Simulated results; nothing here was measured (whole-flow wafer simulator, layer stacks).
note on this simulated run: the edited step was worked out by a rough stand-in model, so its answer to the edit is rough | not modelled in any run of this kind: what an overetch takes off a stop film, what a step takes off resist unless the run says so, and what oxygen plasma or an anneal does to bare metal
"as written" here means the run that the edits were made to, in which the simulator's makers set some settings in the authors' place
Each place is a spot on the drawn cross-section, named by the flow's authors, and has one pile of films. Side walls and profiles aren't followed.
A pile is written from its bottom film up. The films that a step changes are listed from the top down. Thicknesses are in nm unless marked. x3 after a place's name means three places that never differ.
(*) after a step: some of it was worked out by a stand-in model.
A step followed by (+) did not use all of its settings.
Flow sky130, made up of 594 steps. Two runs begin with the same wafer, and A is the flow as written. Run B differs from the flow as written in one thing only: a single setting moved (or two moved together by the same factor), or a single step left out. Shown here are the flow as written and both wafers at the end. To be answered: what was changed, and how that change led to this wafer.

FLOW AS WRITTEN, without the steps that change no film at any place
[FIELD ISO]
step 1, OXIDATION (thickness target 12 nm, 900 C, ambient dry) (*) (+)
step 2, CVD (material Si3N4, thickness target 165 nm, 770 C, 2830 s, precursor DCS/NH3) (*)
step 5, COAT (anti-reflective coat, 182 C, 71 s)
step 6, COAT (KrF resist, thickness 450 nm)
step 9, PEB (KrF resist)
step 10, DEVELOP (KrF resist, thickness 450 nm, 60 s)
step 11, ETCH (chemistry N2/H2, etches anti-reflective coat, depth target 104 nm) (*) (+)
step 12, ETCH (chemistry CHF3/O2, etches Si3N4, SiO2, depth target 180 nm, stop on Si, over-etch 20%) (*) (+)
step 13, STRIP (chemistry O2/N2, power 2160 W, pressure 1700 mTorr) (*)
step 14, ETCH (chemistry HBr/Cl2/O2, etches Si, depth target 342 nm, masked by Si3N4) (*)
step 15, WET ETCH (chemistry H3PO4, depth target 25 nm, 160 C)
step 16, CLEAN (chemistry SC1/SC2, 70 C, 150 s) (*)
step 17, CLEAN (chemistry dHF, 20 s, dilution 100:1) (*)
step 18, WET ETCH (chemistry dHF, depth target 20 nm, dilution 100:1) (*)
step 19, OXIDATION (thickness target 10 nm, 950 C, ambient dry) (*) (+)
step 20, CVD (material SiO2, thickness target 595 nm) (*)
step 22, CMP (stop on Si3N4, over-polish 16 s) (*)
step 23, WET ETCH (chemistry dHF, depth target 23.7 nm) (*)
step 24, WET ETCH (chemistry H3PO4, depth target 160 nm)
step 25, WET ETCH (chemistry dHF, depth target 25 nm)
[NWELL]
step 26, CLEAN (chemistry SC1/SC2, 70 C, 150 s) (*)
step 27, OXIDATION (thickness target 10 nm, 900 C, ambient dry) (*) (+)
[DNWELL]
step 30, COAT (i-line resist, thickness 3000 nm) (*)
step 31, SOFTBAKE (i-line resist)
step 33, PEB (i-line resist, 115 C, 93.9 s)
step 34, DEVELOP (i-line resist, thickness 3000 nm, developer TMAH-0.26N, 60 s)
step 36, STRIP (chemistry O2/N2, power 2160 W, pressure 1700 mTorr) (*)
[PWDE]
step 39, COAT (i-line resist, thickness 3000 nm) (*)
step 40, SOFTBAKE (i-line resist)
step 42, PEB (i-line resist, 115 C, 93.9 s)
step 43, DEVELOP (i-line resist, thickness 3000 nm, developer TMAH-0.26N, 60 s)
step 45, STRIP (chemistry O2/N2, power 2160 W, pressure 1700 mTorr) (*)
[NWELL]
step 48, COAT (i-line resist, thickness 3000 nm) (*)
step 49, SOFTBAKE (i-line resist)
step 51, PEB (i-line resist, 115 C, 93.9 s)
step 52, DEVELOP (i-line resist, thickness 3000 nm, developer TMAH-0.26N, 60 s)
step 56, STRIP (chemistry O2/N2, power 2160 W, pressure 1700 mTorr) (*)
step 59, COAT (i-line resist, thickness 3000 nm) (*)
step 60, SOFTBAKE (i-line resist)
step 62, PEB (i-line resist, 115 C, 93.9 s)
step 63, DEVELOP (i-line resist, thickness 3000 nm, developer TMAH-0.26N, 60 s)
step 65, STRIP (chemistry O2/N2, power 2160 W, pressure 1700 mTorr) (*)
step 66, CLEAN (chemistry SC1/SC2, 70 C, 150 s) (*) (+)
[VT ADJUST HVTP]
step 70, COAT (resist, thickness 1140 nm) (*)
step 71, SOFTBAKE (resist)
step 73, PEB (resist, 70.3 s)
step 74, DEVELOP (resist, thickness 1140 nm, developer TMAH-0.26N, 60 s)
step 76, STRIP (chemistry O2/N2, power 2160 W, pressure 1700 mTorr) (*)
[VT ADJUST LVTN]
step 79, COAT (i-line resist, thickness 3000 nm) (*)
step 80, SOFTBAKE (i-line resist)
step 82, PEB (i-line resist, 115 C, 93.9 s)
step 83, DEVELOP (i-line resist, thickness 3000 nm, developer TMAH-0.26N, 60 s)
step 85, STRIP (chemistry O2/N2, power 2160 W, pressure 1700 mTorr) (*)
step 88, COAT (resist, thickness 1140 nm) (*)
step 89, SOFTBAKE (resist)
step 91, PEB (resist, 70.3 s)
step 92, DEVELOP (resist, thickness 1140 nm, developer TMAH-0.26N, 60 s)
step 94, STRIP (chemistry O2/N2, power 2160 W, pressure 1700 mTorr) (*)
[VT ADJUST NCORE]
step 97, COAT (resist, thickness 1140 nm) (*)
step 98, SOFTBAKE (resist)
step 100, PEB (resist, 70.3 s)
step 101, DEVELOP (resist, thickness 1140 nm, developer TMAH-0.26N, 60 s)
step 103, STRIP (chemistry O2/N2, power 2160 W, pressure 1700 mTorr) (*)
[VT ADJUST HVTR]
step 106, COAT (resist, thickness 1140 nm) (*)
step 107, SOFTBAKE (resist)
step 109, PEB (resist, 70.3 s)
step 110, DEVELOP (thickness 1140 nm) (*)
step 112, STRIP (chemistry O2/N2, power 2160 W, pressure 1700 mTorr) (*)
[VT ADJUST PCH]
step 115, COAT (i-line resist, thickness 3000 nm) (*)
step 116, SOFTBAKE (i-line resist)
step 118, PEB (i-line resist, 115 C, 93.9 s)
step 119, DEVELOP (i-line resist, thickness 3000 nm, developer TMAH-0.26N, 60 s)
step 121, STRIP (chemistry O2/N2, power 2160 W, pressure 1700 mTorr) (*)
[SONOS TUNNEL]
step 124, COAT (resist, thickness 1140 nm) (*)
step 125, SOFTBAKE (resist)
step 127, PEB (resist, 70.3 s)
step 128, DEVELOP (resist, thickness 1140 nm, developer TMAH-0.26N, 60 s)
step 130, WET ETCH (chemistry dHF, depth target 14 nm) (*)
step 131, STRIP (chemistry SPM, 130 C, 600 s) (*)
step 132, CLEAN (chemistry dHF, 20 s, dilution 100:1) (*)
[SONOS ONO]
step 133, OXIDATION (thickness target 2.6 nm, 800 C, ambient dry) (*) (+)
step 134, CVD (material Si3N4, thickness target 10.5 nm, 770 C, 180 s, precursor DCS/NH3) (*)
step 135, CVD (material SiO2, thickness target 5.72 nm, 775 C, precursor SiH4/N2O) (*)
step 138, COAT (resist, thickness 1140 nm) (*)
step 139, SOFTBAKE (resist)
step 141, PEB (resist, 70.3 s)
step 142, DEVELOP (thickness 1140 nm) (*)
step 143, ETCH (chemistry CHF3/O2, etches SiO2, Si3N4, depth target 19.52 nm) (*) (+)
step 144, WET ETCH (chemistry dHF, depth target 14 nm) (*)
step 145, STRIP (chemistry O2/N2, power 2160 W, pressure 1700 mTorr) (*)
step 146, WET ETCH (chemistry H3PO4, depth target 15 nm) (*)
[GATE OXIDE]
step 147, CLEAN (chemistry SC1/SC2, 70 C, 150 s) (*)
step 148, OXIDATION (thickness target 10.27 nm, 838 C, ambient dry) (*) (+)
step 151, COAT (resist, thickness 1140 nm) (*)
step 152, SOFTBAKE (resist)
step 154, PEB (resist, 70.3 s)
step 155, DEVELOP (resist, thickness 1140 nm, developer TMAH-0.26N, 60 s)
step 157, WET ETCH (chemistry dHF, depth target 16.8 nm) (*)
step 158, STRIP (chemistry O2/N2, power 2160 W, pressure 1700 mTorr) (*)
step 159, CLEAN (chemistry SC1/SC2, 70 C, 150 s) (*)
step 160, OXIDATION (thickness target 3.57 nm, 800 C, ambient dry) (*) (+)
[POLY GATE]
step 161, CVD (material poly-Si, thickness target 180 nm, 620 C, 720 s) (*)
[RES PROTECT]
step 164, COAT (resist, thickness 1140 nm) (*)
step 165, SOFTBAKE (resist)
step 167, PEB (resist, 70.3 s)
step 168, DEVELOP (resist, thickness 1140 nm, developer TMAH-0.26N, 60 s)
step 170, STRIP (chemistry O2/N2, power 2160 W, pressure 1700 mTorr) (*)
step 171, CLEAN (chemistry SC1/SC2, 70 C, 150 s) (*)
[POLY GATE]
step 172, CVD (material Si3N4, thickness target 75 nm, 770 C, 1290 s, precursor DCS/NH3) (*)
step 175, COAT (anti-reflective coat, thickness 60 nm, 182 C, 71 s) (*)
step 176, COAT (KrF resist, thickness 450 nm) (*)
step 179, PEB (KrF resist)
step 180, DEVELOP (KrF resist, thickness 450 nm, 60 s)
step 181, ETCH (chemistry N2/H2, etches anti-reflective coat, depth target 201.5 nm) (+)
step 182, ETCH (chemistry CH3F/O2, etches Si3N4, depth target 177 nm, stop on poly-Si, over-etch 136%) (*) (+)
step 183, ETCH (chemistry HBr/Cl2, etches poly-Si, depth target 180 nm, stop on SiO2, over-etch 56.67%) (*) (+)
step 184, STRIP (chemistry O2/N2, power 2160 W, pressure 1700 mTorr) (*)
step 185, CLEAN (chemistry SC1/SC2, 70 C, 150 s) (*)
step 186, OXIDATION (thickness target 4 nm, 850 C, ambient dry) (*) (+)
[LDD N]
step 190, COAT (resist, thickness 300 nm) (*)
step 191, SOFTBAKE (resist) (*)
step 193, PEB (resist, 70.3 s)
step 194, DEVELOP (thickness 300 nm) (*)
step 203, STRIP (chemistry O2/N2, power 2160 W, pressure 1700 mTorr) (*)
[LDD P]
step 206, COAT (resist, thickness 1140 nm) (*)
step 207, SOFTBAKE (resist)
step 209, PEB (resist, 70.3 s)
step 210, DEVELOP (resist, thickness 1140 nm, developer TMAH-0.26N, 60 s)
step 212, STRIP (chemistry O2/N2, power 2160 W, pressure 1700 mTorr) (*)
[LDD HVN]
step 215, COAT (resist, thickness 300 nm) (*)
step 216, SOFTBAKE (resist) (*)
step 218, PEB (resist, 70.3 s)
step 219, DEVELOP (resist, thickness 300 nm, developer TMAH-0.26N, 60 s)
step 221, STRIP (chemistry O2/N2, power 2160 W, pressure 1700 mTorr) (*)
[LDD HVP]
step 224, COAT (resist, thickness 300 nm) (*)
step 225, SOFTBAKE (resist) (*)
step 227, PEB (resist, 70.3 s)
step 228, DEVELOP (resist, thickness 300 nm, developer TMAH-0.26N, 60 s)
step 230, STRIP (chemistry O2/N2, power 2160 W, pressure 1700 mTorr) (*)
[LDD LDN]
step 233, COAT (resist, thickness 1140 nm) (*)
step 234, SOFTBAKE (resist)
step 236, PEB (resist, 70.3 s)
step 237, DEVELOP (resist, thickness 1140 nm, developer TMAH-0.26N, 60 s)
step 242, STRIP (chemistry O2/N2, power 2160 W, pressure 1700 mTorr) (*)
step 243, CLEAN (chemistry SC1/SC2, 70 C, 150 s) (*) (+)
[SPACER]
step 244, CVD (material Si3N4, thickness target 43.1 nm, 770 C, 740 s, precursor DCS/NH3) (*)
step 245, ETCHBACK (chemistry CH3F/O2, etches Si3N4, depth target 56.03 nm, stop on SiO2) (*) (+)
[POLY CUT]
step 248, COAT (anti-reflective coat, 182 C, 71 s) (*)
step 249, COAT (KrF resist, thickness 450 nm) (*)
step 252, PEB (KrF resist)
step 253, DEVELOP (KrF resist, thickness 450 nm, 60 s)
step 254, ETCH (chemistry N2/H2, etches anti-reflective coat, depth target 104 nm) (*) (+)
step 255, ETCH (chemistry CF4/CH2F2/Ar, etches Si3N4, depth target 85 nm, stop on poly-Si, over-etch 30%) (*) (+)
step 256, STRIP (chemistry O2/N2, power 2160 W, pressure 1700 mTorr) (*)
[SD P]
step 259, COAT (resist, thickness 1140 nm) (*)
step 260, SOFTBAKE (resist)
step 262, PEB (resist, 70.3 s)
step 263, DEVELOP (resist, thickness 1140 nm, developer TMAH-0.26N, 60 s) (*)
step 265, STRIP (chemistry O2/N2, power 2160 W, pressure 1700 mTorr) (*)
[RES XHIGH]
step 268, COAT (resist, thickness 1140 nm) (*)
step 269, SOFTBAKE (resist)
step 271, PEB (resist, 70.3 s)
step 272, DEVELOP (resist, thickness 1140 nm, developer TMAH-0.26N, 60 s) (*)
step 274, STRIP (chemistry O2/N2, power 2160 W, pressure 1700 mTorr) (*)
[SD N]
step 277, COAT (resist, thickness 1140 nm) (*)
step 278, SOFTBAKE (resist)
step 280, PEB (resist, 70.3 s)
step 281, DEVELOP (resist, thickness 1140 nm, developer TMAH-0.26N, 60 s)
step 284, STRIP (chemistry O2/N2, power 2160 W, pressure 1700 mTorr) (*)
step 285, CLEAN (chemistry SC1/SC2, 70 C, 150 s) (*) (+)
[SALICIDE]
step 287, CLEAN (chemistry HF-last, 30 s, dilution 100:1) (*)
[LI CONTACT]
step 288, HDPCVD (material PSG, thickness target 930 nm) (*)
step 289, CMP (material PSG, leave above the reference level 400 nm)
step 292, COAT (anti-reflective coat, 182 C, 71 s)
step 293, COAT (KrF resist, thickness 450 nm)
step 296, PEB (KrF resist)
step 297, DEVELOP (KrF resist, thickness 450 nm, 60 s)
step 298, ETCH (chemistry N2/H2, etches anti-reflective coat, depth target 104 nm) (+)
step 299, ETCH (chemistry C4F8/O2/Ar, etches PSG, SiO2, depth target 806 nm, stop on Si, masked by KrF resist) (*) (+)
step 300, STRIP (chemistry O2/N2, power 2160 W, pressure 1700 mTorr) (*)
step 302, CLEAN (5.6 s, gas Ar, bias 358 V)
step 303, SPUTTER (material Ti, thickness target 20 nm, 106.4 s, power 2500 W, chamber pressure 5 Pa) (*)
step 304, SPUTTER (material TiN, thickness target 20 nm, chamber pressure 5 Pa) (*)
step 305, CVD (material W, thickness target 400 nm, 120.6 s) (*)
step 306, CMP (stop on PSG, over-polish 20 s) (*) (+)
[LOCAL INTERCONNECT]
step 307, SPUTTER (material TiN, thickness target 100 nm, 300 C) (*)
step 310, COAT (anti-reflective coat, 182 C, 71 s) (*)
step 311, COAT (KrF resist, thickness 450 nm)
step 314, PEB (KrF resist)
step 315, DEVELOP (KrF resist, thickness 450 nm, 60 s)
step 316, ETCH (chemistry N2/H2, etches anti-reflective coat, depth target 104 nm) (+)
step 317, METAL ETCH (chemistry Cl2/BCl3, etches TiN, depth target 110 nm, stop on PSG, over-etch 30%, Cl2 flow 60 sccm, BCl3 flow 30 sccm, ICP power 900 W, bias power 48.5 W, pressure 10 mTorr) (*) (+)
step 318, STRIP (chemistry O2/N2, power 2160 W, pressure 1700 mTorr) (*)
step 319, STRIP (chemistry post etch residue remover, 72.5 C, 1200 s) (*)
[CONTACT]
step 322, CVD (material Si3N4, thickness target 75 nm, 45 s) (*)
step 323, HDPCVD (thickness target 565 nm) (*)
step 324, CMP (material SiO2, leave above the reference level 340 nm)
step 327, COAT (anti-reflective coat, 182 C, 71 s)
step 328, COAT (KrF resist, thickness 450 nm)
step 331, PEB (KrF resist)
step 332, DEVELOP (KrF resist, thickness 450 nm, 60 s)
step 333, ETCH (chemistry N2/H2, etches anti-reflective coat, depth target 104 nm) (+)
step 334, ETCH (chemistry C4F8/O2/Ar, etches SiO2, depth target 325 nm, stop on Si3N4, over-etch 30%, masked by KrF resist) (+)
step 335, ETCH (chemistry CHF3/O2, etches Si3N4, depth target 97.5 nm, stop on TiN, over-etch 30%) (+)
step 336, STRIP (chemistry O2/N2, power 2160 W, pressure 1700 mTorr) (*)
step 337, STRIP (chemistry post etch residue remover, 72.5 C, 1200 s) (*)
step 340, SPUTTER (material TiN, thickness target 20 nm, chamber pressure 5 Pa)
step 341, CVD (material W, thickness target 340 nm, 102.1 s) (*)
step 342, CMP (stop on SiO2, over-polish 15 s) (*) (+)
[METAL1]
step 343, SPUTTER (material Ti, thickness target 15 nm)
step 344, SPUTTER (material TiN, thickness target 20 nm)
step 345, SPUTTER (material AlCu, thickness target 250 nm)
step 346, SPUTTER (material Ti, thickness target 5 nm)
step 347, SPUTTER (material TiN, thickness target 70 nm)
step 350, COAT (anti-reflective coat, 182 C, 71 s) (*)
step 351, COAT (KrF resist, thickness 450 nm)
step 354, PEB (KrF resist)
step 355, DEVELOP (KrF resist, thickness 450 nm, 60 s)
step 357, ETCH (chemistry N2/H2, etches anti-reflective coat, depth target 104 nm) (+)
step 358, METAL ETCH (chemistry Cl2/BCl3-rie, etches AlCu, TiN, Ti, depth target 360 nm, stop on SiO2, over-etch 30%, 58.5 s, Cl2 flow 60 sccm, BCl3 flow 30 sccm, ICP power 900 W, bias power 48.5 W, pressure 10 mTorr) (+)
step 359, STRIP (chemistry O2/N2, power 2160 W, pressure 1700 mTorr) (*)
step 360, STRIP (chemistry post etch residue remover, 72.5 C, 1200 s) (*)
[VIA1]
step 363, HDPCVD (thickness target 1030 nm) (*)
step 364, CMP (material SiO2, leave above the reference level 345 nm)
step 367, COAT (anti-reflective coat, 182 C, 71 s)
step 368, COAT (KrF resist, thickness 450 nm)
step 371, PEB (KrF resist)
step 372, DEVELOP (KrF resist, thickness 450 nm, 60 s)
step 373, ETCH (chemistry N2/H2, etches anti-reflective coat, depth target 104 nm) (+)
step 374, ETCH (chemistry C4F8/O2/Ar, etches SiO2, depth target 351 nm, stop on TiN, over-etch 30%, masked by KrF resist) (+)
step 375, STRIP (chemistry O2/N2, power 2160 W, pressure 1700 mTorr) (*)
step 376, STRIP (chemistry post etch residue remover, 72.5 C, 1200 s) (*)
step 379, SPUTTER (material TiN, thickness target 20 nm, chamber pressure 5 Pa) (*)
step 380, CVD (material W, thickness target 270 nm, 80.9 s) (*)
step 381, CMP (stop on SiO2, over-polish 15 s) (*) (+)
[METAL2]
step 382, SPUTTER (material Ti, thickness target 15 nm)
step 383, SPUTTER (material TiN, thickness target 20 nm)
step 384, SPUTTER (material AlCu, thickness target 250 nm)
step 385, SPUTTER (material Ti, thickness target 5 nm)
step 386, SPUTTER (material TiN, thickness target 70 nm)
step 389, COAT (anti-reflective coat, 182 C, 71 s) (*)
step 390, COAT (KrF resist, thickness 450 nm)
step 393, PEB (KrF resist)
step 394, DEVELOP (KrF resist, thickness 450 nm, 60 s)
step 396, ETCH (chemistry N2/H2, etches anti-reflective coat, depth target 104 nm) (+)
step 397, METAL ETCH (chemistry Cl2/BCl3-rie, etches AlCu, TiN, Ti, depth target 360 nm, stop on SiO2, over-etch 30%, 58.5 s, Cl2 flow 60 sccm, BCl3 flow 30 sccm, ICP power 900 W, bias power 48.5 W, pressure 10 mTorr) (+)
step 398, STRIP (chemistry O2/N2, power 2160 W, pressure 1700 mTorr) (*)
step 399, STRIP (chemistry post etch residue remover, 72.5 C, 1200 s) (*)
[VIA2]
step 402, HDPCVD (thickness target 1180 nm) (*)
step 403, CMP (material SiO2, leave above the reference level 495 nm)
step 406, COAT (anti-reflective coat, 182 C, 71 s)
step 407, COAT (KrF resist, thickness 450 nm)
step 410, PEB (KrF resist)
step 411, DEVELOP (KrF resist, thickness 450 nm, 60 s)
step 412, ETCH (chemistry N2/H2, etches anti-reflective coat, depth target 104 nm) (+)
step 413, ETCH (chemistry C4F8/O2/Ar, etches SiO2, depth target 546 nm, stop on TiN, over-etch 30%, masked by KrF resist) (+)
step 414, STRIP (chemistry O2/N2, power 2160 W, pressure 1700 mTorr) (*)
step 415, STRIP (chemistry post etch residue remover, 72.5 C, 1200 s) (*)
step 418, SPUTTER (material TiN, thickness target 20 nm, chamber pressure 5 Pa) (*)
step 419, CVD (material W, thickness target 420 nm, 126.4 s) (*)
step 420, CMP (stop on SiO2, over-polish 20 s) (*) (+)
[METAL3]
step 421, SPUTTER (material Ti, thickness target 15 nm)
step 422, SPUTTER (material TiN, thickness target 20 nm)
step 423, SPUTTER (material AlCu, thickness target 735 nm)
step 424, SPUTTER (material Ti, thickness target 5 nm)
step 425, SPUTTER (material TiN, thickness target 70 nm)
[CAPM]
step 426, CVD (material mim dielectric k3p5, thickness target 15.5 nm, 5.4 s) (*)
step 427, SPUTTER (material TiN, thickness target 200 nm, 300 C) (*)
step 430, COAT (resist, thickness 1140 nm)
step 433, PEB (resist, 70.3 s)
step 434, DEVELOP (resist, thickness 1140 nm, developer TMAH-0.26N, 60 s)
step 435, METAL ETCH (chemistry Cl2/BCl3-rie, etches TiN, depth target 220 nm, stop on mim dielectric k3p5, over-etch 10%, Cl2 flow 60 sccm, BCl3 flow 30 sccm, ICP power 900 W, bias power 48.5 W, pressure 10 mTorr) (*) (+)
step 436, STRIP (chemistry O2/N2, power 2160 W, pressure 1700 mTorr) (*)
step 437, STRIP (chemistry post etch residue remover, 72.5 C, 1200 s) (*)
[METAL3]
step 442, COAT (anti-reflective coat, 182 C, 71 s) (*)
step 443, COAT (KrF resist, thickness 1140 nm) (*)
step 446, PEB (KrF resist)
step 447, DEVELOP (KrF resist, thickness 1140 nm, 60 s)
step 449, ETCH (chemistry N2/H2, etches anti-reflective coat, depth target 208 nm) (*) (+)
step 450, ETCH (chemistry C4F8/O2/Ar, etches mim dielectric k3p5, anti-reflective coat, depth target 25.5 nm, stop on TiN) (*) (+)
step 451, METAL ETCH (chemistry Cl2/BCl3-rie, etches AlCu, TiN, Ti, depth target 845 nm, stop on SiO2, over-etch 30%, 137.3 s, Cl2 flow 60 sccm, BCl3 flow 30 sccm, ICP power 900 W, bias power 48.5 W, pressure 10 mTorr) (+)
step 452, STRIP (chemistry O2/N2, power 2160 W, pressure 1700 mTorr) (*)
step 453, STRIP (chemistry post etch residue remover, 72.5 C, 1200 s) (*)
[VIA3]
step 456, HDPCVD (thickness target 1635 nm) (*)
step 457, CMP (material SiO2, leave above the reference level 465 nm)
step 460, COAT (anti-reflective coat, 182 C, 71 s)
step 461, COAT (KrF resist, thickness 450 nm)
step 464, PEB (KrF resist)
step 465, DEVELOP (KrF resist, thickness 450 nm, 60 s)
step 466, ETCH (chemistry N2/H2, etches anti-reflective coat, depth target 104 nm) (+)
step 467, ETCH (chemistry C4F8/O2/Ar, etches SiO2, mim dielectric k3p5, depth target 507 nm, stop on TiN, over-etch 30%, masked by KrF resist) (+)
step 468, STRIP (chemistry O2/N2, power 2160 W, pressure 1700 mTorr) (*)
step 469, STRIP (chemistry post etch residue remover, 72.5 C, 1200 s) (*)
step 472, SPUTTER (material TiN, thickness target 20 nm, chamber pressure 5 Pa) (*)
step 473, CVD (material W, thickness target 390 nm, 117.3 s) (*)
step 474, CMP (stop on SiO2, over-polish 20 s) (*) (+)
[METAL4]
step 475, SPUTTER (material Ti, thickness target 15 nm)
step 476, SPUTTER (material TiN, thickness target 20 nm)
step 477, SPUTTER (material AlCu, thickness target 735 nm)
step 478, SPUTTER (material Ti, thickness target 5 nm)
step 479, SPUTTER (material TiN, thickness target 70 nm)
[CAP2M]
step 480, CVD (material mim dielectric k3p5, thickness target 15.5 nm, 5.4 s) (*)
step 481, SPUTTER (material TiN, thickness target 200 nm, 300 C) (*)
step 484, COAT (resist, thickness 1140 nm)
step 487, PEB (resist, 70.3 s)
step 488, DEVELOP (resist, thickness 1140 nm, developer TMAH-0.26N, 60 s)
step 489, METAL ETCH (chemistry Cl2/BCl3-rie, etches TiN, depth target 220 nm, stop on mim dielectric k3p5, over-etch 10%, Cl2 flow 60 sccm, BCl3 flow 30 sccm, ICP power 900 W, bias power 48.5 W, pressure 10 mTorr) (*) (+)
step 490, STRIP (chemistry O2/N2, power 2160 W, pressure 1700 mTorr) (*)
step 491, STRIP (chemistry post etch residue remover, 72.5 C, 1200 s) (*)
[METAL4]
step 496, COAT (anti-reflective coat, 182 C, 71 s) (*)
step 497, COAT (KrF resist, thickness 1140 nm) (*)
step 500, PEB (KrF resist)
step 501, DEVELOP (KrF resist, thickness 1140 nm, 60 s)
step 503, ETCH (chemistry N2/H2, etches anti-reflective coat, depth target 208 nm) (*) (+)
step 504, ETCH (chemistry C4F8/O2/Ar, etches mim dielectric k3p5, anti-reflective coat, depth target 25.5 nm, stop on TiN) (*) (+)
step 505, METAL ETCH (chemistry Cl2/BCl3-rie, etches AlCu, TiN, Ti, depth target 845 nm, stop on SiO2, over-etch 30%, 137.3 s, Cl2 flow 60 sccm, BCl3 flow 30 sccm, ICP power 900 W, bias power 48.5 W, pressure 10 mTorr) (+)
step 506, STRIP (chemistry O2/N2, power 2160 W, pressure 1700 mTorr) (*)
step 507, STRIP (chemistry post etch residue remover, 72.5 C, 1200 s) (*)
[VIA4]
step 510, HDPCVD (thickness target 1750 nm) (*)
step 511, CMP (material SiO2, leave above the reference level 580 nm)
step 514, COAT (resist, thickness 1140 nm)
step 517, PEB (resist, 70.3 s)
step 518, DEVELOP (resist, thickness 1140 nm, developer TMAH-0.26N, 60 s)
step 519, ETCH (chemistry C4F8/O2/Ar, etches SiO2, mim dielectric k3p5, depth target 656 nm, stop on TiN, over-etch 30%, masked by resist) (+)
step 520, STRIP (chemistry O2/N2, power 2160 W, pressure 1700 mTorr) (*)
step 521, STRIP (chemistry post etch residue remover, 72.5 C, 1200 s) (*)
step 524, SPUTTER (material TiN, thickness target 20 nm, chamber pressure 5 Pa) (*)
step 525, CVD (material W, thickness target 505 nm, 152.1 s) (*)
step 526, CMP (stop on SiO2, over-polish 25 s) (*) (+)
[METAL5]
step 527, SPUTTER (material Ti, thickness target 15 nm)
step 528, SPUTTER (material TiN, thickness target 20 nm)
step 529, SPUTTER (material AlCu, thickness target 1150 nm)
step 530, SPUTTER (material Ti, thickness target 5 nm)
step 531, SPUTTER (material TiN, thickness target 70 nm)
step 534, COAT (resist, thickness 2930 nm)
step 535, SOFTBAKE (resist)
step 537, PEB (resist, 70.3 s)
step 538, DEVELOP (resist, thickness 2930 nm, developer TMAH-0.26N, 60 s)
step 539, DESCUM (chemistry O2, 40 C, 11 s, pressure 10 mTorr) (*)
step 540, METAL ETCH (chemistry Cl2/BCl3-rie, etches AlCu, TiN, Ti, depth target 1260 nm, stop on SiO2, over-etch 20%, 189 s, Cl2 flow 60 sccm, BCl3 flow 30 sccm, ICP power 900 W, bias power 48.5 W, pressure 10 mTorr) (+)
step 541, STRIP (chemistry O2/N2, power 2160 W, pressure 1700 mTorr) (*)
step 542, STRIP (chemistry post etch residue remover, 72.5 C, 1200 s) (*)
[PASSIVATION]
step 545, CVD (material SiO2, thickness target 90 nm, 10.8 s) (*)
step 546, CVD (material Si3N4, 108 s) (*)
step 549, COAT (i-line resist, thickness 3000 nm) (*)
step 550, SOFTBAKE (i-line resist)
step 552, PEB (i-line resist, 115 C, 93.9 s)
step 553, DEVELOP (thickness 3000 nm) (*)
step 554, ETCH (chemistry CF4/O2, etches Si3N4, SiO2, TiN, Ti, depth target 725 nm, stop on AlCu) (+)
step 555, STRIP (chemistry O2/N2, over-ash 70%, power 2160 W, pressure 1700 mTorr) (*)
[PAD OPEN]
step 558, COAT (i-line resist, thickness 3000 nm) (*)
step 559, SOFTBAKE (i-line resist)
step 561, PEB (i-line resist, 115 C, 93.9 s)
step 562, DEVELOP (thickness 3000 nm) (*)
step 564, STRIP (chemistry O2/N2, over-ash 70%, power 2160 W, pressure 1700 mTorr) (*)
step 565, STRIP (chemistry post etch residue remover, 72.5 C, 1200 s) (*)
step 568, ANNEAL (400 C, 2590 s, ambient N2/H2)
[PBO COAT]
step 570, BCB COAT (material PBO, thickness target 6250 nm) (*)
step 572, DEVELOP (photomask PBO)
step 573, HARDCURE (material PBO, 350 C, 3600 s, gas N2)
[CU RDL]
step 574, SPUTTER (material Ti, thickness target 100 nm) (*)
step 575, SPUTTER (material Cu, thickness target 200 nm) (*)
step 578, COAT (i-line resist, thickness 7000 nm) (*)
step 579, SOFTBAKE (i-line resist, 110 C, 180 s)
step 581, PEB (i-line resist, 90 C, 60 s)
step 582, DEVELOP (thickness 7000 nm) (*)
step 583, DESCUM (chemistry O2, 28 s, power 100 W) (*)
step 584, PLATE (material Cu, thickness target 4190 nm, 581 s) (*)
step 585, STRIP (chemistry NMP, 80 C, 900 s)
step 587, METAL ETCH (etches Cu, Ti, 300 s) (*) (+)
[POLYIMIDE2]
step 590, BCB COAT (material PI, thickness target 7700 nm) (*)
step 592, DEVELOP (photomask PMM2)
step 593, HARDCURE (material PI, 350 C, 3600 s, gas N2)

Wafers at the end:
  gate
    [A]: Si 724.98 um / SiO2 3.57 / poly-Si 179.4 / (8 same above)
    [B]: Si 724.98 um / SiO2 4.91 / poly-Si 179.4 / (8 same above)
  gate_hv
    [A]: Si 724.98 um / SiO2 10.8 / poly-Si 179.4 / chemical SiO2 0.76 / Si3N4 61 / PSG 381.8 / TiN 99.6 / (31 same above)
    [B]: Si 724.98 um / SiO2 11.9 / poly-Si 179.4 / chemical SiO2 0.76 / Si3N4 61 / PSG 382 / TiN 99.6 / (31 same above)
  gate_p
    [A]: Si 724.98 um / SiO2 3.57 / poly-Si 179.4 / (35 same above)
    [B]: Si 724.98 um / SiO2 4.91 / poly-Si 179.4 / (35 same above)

The reason: step 160, OXIDATION: thickness target 4.91 nm was run, though the flow has thickness target 3.57 nm.
The wafer itself shows it: gate has SiO2 4.91, and step 160 as written asks for 3.57 nm.

The path from the change to this, step by step:
  step 160, OXIDATION (thickness target 3.57 nm, 800 C, ambient dry) (*) (+)
      active, n_well, p_well and 58 more: A +3.57 SiO2 (new film), -0.76 chemical SiO2 (all of it), -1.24 Si | B +4.91 SiO2 (new film), -0.76 chemical SiO2 (all of it), -1.83 Si
      gate_hv, m1, pad and 37 more: A +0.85 SiO2, -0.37 Si | B +1.93 SiO2, -0.85 Si
  step 299, ETCH (chemistry C4F8/O2/Ar, etches PSG, SiO2, depth target 806 nm, stop on Si, masked by KrF resist) (*) (+)
      contact, ndiff_licon, ndiff_licon_cpp: A -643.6 PSG (all of it), -1.16 SiO2 (all of it) | B -643.7 PSG (all of it), -2.27 SiO2 (all of it)
